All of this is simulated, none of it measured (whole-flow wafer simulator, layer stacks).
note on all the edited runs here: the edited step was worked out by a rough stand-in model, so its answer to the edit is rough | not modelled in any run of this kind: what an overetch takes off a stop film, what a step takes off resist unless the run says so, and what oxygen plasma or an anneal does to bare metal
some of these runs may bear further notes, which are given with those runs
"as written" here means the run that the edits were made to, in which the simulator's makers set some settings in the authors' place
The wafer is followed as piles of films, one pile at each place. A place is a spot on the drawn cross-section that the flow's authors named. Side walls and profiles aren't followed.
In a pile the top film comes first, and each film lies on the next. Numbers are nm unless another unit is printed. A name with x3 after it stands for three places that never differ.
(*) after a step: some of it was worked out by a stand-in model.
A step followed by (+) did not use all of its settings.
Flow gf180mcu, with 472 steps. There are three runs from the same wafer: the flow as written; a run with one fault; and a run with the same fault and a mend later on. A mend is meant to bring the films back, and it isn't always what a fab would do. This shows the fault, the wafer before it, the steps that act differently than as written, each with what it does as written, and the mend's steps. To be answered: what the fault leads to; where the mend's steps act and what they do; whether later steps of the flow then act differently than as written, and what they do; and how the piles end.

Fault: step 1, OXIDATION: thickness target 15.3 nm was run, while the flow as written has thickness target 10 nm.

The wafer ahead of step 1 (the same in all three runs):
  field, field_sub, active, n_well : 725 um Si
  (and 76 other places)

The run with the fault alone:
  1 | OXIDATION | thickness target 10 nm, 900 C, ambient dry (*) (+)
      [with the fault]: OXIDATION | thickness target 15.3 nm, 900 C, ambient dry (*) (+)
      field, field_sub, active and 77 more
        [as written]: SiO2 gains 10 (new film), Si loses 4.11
        [with the fault]: SiO2 gains 15.3 (new film), Si loses 6.45
  Steps later in the flow that act otherwise than as written (92 other steps are not shown; they differ only slightly, by no more than 2% or 0.5 nm, whichever is larger):
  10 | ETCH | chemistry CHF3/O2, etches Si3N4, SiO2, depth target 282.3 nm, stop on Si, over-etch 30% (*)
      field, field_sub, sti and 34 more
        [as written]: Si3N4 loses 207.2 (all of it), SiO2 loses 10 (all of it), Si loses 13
        [with the fault]: Si3N4 loses 207.2 (all of it), SiO2 loses 15.3 (all of it), Si loses 12
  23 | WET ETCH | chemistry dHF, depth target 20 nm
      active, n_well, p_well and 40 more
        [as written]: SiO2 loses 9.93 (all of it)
        [with the fault]: SiO2 loses 15.2 (all of it)
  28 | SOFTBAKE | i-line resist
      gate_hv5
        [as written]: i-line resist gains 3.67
        [with the fault]: i-line resist gains 4.24
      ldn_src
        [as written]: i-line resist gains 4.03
        [with the fault]: i-line resist gains 4.56
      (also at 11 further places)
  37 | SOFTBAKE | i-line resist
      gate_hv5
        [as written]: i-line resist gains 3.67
        [with the fault]: i-line resist gains 4.24
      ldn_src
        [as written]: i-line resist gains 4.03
        [with the fault]: i-line resist gains 4.56
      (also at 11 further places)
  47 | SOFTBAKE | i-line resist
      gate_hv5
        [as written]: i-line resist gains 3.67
        [with the fault]: i-line resist gains 4.24
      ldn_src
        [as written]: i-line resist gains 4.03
        [with the fault]: i-line resist gains 4.56
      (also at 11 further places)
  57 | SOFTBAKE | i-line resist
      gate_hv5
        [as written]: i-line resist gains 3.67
        [with the fault]: i-line resist gains 4.24
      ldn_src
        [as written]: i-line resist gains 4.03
        [with the fault]: i-line resist gains 4.56
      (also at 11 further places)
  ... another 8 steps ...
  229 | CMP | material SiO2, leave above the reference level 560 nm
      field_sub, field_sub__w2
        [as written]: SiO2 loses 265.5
        [with the fault]: SiO2 loses 271.4
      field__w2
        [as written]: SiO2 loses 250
        [with the fault]: SiO2 loses 256.5
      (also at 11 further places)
  The piles end different from the flow's at ld_sd_n by more than 2% or 0.5 nm, whichever is larger.
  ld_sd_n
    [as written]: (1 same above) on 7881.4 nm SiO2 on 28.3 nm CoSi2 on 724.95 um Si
    [with the fault]: (1 same above) on 7881.4 nm SiO2 on 27.7 nm CoSi2 on 724.95 um Si

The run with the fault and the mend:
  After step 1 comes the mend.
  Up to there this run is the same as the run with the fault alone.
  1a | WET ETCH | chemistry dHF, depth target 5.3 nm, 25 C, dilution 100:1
      field, field_sub, active and 77 more
        SiO2 loses 5.3
  None of the later steps of the flow acts differently than as written at any place that is followed.
  When the end is reached, the piles differ only a little from the flow's at the places that both follow, at most by 2% or 0.5 nm, whichever is larger.
